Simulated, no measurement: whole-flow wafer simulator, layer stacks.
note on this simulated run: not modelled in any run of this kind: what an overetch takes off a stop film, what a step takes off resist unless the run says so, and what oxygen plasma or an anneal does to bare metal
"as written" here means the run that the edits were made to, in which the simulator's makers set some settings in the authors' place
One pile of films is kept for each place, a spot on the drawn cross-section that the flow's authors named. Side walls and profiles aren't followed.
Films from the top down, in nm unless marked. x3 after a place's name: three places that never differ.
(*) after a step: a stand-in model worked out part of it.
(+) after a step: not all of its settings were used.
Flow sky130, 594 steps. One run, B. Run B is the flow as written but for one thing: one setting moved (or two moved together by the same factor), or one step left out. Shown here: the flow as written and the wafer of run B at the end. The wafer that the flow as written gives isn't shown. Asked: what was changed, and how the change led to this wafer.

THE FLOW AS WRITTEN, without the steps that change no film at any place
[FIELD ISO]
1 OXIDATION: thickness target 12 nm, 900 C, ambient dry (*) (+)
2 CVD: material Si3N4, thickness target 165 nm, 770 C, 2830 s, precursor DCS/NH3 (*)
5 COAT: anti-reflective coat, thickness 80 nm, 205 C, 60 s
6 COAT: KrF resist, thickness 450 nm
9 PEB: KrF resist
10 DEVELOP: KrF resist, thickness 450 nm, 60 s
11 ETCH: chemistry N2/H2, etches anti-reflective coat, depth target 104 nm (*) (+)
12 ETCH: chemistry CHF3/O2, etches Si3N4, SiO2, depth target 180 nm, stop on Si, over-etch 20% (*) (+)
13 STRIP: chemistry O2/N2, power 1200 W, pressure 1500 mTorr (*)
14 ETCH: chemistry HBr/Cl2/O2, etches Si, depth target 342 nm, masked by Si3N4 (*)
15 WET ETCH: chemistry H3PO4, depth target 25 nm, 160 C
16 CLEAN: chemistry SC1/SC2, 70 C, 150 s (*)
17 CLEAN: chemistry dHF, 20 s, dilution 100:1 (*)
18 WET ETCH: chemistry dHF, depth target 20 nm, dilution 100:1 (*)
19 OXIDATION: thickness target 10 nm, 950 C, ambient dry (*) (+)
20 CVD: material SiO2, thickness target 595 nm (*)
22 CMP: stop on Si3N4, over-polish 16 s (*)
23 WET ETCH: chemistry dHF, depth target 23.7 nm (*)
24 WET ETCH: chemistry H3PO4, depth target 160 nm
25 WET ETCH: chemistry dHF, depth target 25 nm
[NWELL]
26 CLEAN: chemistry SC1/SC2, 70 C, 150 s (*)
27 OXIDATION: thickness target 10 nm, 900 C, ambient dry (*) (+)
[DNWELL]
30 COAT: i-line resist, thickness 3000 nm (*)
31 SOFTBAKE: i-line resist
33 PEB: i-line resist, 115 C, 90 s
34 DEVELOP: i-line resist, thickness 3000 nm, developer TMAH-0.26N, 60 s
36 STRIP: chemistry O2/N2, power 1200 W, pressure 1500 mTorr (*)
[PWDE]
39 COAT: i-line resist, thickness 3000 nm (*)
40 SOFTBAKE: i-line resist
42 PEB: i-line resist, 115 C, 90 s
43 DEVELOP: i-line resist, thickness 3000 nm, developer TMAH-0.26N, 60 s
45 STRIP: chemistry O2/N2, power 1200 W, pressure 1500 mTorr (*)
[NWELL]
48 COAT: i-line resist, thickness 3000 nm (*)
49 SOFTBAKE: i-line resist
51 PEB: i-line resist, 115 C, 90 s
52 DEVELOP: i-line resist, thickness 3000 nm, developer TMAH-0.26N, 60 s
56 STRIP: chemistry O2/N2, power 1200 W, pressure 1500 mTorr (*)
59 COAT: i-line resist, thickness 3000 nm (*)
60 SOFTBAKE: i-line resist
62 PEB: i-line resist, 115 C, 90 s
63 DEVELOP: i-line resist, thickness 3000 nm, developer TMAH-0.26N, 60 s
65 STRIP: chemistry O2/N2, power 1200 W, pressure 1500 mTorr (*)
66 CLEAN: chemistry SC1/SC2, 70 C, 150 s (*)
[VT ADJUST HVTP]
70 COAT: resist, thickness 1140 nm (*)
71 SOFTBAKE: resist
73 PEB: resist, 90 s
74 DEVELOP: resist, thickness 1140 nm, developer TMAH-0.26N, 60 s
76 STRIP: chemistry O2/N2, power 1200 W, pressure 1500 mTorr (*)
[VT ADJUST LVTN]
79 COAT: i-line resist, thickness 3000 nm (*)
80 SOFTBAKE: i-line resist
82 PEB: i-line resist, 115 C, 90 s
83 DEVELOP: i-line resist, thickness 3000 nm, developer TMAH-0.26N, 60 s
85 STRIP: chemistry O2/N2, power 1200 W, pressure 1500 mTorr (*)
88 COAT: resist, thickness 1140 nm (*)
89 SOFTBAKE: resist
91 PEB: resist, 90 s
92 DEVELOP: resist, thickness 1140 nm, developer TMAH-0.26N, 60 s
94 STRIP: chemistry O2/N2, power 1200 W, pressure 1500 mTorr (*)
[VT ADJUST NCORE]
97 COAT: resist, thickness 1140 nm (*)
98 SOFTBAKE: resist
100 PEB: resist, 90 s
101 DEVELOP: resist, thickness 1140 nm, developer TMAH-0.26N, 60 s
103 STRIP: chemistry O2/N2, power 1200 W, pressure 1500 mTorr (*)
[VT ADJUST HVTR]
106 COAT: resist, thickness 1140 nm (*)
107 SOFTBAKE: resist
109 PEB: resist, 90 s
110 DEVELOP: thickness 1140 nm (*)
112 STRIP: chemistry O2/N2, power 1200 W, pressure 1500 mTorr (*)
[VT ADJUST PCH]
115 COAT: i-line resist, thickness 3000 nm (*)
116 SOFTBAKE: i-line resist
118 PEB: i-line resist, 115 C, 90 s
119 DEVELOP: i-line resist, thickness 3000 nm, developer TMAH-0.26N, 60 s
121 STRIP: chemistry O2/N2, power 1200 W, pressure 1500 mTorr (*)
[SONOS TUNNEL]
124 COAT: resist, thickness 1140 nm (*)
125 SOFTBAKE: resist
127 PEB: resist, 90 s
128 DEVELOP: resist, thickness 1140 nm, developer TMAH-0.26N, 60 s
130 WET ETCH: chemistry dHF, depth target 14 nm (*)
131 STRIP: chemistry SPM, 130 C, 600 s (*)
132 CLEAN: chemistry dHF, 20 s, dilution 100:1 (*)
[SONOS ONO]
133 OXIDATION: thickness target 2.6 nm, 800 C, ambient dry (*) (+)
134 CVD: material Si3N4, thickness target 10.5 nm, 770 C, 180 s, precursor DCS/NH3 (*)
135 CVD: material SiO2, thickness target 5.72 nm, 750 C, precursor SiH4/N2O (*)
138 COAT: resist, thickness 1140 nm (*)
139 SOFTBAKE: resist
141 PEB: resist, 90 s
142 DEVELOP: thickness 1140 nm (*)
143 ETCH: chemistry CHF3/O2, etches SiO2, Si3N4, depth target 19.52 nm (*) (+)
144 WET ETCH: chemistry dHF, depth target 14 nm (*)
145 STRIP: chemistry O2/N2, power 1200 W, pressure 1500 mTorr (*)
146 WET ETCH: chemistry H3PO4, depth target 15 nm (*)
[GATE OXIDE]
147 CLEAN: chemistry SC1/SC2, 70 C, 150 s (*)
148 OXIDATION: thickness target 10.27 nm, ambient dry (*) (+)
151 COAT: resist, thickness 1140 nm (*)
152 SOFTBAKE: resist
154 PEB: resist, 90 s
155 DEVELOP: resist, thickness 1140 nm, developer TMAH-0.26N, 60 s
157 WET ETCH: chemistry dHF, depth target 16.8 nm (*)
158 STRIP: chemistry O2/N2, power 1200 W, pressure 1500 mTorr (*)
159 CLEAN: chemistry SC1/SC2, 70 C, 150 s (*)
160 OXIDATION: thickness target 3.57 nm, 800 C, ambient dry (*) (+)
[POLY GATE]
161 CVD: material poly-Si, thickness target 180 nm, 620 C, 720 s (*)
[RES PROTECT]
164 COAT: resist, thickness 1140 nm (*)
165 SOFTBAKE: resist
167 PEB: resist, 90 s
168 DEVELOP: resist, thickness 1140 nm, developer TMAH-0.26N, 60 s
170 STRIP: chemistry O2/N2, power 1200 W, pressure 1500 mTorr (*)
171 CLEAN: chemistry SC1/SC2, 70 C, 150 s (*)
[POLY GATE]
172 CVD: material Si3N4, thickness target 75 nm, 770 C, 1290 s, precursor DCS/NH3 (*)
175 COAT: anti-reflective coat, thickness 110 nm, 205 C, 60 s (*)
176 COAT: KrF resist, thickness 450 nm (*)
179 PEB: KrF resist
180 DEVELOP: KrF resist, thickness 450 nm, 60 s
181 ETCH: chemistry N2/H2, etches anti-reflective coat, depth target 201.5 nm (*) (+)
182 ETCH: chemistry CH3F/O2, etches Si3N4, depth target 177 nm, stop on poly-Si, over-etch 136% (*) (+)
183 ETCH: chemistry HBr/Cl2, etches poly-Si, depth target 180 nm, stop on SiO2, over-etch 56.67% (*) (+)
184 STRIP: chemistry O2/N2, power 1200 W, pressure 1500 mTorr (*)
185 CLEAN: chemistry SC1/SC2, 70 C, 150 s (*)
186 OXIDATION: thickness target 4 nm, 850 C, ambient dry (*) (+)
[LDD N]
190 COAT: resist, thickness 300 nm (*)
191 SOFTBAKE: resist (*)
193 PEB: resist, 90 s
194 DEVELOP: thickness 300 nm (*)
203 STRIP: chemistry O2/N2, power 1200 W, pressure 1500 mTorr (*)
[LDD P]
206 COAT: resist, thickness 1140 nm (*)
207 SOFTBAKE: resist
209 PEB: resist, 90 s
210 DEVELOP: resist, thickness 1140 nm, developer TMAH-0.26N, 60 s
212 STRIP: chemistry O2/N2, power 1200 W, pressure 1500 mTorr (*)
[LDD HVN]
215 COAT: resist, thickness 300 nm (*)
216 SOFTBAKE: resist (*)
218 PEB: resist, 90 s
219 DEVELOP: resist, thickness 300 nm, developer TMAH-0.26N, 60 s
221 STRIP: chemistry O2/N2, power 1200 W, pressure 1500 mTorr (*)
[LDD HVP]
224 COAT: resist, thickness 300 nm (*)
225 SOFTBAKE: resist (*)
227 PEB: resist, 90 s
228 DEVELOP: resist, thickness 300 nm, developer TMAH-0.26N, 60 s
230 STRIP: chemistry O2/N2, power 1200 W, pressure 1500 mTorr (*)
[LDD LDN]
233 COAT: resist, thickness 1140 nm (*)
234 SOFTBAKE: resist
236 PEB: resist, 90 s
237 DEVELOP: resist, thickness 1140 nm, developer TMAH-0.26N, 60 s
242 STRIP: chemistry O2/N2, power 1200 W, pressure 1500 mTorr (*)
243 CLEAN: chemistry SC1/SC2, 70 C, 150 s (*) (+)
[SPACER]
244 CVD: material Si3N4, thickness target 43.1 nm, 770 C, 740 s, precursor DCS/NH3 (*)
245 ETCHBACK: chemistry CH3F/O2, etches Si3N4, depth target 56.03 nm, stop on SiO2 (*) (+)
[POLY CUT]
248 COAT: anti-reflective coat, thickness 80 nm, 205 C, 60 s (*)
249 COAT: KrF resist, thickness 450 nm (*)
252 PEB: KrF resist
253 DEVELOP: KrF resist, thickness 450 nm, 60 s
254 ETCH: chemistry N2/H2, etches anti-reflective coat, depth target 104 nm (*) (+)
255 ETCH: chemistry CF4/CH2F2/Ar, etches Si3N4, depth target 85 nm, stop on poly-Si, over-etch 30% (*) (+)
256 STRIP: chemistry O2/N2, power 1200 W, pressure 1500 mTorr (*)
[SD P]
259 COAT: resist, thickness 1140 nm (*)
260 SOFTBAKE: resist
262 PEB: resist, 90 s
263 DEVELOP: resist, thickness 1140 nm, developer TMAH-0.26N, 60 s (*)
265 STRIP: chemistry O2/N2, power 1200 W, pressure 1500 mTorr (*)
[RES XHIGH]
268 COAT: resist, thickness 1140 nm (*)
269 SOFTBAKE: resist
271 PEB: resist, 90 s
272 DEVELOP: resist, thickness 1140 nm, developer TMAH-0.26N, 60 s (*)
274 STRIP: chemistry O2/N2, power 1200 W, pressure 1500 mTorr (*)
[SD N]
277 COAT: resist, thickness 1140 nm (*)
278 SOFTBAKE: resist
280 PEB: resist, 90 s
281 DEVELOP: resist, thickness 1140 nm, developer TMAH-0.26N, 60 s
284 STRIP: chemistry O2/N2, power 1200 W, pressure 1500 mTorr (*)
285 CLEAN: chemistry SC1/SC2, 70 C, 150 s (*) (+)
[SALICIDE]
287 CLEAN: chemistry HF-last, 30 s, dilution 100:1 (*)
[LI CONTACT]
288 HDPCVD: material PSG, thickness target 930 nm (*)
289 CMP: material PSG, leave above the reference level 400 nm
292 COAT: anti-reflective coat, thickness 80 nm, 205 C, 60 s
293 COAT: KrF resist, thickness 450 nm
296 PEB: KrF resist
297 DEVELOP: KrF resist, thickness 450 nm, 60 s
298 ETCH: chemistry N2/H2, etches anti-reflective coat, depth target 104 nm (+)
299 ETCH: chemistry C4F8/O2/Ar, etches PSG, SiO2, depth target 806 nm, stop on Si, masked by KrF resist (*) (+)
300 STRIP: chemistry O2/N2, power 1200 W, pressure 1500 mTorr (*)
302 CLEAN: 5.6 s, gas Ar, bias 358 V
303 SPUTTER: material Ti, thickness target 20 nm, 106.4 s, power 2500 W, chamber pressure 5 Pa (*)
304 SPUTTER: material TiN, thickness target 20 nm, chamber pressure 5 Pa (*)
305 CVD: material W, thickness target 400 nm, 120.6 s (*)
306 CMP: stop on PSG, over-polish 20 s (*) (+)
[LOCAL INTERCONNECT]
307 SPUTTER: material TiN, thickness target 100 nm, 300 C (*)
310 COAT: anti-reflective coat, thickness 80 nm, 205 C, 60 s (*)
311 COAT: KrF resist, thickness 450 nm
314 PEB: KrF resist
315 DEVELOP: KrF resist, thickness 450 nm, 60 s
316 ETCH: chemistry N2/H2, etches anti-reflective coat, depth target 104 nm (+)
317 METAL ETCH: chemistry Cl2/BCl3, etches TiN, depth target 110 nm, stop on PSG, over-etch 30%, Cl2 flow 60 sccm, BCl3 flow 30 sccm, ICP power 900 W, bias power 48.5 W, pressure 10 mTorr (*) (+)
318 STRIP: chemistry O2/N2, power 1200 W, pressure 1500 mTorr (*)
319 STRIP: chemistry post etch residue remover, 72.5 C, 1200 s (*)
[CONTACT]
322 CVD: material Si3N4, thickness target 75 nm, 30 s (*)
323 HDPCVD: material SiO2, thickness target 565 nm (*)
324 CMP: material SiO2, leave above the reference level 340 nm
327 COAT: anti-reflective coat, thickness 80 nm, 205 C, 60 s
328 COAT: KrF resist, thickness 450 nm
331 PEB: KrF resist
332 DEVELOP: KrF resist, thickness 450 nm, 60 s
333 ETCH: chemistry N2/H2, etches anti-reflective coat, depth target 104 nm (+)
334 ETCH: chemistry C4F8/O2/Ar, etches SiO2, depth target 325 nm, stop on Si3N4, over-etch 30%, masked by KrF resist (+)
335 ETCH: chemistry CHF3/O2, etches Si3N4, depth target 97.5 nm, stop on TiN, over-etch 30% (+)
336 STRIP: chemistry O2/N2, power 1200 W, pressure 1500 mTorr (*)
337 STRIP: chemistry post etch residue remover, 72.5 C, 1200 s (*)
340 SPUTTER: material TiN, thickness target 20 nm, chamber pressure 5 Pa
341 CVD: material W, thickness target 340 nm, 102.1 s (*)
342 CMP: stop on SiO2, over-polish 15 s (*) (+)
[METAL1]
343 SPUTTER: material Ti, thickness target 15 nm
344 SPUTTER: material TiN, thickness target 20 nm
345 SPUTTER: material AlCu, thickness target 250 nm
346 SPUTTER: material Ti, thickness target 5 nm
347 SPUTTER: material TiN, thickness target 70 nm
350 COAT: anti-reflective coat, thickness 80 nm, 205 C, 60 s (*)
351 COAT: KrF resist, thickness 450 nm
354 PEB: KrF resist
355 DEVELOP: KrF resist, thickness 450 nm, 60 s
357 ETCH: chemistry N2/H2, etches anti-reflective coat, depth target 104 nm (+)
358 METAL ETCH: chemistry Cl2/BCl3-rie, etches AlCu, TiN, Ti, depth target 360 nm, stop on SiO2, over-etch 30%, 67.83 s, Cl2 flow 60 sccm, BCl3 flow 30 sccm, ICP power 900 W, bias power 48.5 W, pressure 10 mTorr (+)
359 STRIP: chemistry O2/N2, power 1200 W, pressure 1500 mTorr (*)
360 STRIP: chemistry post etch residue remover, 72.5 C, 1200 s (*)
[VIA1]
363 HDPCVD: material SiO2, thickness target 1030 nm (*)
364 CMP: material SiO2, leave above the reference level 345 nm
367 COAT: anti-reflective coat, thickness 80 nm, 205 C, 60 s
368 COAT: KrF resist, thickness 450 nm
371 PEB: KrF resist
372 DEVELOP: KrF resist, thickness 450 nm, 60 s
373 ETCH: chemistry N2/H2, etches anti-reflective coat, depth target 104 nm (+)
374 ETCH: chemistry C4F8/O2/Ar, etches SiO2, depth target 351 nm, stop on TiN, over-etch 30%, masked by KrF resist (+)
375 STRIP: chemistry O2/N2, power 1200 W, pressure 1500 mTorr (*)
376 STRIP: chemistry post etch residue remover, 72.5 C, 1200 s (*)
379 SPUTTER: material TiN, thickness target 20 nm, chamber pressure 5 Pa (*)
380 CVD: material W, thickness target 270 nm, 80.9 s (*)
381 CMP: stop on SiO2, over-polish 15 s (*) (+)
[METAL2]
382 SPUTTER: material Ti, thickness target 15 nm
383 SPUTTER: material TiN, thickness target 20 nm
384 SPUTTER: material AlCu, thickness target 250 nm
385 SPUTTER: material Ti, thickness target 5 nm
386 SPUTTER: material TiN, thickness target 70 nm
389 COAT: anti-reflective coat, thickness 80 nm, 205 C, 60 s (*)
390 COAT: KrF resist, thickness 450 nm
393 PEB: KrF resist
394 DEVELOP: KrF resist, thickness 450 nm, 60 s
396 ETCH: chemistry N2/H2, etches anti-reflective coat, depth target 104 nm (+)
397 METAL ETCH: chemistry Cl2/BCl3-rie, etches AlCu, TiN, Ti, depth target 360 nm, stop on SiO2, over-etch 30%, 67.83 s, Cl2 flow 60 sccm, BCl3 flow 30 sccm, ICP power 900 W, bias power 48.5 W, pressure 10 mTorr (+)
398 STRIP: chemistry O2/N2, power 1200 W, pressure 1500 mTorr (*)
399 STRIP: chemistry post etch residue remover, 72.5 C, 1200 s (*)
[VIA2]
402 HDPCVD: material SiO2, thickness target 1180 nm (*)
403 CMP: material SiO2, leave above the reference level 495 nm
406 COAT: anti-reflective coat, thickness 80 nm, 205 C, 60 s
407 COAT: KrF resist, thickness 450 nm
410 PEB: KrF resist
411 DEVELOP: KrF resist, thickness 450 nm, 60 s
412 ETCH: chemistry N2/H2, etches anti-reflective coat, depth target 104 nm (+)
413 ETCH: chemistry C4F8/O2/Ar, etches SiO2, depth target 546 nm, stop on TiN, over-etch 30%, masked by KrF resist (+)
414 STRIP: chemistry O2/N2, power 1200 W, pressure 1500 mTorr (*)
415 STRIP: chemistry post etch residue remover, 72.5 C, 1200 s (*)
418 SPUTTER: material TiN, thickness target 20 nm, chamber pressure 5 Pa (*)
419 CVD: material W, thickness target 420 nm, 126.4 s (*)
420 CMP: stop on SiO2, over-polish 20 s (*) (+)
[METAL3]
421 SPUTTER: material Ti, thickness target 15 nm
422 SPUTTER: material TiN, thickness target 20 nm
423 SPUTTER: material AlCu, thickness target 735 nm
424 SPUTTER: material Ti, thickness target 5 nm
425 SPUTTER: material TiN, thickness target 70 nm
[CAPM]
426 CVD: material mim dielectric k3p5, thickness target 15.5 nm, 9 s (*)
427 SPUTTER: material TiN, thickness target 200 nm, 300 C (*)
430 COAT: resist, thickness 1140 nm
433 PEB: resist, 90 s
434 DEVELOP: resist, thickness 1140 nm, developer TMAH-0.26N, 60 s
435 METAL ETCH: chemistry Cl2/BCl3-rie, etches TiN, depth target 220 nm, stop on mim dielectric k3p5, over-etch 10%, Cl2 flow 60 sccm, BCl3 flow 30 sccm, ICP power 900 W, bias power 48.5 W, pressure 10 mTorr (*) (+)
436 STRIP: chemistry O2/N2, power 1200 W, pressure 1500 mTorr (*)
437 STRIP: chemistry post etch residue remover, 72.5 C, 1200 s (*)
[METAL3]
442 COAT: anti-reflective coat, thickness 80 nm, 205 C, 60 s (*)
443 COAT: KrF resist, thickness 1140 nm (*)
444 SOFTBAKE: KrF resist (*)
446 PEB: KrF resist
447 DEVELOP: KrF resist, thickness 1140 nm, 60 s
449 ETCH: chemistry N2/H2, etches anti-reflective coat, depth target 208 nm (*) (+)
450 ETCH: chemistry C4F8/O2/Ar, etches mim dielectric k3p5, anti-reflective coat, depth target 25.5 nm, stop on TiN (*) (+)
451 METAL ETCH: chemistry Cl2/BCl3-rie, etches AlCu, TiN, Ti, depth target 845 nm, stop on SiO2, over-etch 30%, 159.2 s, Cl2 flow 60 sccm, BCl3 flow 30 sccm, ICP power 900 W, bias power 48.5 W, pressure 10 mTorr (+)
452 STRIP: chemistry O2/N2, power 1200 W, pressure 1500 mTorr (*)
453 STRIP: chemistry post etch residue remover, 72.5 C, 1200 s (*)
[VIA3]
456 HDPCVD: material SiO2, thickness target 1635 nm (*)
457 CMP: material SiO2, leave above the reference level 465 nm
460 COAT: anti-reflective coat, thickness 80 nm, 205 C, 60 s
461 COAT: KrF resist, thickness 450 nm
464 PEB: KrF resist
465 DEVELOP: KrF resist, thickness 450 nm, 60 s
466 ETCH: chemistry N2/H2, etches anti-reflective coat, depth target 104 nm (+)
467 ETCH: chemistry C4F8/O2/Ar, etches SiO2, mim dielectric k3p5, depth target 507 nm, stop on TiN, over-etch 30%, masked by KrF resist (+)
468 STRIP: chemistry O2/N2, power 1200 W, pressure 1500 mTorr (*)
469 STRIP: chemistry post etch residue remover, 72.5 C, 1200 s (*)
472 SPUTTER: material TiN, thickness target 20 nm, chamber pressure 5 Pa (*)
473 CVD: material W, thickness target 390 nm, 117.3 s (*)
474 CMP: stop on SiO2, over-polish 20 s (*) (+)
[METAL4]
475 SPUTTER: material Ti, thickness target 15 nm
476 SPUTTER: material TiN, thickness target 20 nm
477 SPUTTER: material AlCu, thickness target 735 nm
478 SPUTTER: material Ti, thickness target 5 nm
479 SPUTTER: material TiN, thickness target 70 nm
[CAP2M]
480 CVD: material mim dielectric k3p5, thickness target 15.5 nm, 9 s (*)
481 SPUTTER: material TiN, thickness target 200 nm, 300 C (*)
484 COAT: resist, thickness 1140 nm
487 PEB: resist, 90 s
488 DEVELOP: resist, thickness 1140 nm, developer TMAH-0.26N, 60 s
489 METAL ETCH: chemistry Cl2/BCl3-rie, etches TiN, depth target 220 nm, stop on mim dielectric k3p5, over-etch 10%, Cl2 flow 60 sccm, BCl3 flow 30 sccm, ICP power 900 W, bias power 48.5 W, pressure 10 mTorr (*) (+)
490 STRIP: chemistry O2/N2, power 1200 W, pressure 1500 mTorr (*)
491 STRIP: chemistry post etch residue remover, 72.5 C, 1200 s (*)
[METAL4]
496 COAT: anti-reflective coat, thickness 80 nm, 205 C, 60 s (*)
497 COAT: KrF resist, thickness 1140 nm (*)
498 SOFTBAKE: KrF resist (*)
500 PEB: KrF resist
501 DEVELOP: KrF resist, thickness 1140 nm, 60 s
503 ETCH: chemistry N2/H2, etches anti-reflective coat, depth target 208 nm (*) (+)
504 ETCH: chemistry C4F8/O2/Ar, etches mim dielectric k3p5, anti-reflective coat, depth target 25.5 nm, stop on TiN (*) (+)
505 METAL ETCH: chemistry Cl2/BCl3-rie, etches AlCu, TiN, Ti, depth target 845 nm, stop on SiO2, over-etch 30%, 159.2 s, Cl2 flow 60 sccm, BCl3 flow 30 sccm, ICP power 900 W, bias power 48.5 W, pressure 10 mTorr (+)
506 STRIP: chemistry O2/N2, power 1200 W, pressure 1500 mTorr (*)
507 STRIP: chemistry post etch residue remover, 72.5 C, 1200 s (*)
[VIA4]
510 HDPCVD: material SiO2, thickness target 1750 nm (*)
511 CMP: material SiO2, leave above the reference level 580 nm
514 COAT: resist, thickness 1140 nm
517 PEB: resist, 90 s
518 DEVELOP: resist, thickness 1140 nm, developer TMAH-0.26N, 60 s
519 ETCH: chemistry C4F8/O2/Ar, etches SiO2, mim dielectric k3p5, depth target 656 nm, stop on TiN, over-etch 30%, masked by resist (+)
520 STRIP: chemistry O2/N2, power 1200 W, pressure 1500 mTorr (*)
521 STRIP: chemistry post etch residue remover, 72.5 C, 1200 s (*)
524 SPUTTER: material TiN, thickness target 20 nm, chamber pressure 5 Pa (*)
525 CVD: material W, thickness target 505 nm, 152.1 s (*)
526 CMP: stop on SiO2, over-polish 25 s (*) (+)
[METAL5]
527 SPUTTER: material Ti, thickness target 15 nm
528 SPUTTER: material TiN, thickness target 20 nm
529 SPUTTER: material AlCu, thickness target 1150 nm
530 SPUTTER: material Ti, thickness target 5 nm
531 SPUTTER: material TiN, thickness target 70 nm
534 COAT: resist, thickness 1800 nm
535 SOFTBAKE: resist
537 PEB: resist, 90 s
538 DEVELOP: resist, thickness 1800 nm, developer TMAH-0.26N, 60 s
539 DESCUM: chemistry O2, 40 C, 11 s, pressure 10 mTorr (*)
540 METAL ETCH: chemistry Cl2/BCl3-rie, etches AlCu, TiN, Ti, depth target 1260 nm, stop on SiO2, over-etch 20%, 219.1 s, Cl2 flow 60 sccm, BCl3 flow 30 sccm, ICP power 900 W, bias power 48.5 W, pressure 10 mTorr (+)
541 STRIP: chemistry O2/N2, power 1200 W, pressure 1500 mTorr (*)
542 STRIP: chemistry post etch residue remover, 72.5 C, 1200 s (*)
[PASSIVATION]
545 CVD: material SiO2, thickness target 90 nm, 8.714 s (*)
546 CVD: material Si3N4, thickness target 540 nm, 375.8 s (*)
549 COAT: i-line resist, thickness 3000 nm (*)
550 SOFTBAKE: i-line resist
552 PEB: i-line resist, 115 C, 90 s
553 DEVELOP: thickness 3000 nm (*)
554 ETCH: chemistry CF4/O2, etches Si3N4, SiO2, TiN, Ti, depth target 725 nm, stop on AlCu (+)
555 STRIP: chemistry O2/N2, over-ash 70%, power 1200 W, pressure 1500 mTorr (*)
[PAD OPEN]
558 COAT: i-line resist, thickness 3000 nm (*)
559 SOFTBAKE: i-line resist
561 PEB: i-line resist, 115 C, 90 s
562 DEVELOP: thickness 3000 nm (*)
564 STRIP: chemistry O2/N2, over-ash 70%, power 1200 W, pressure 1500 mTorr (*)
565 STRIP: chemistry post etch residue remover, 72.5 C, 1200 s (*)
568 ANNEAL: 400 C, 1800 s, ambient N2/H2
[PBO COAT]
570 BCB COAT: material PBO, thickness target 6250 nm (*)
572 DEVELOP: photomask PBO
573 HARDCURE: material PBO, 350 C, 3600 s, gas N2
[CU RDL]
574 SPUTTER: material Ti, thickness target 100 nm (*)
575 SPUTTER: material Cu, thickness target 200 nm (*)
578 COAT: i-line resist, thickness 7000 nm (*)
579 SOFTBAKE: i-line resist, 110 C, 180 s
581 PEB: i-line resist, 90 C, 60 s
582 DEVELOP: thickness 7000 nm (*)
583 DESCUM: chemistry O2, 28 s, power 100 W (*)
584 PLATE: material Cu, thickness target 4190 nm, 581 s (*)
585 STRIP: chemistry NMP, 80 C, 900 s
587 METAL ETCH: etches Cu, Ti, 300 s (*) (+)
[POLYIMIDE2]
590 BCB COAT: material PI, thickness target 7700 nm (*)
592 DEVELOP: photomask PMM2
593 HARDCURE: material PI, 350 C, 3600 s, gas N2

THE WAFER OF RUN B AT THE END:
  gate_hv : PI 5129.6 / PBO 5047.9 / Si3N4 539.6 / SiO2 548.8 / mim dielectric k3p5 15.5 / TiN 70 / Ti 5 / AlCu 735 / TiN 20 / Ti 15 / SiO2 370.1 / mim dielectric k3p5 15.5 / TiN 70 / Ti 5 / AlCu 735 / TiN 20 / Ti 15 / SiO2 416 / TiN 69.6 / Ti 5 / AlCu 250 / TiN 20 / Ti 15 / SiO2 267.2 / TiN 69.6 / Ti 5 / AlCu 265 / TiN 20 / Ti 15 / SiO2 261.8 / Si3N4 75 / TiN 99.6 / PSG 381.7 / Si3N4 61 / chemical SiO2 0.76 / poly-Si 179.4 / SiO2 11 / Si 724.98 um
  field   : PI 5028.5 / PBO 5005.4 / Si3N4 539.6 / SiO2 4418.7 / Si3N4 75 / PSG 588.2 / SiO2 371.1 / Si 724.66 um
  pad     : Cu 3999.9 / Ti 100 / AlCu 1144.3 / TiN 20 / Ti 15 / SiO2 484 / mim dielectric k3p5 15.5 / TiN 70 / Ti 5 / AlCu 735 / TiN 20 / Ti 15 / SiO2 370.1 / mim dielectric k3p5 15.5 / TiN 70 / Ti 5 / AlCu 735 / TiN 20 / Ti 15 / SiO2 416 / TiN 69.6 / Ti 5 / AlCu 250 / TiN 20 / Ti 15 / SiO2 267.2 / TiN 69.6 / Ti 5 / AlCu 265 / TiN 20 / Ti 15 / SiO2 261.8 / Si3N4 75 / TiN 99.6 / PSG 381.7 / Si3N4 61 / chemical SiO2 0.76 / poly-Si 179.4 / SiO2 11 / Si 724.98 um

The cause: step 345, SPUTTER: thickness target 265 nm was run, where the flow has thickness target 250 nm.
It can be read off the wafer: gate_hv has AlCu 265, and step 345 as written asks for 250 nm.

How the change led to this, step by step:
  345 SPUTTER: material AlCu, thickness target 250 nm
      field, active, n_well and 188 more: AlCu +265 (new film) (as written it would be: AlCu +250 (new film))
  358 METAL ETCH: chemistry Cl2/BCl3-rie, etches AlCu, TiN, Ti, depth target 360 nm, stop on SiO2, over-etch 30%, 67.83 s, Cl2 flow 60 sccm, BCl3 flow 30 sccm, ICP power 900 W, bias power 48.5 W, pressure 10 mTorr (+)
      field, active, gate and 81 more: TiN -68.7 (all of it), Ti -5 (all of it), AlCu -265 (all of it), TiN -20 (all of it), Ti -15 (all of it), SiO2 -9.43 (as written it would be: TiN -68.7 (all of it), Ti -5 (all of it), AlCu -250 (all of it), TiN -20 (all of it), Ti -15 (all of it), SiO2 -10.9)
  364 CMP: material SiO2, leave above the reference level 345 nm
      field, active, gate and 81 more: SiO2 -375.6 (as written it would be: SiO2 -389.1)
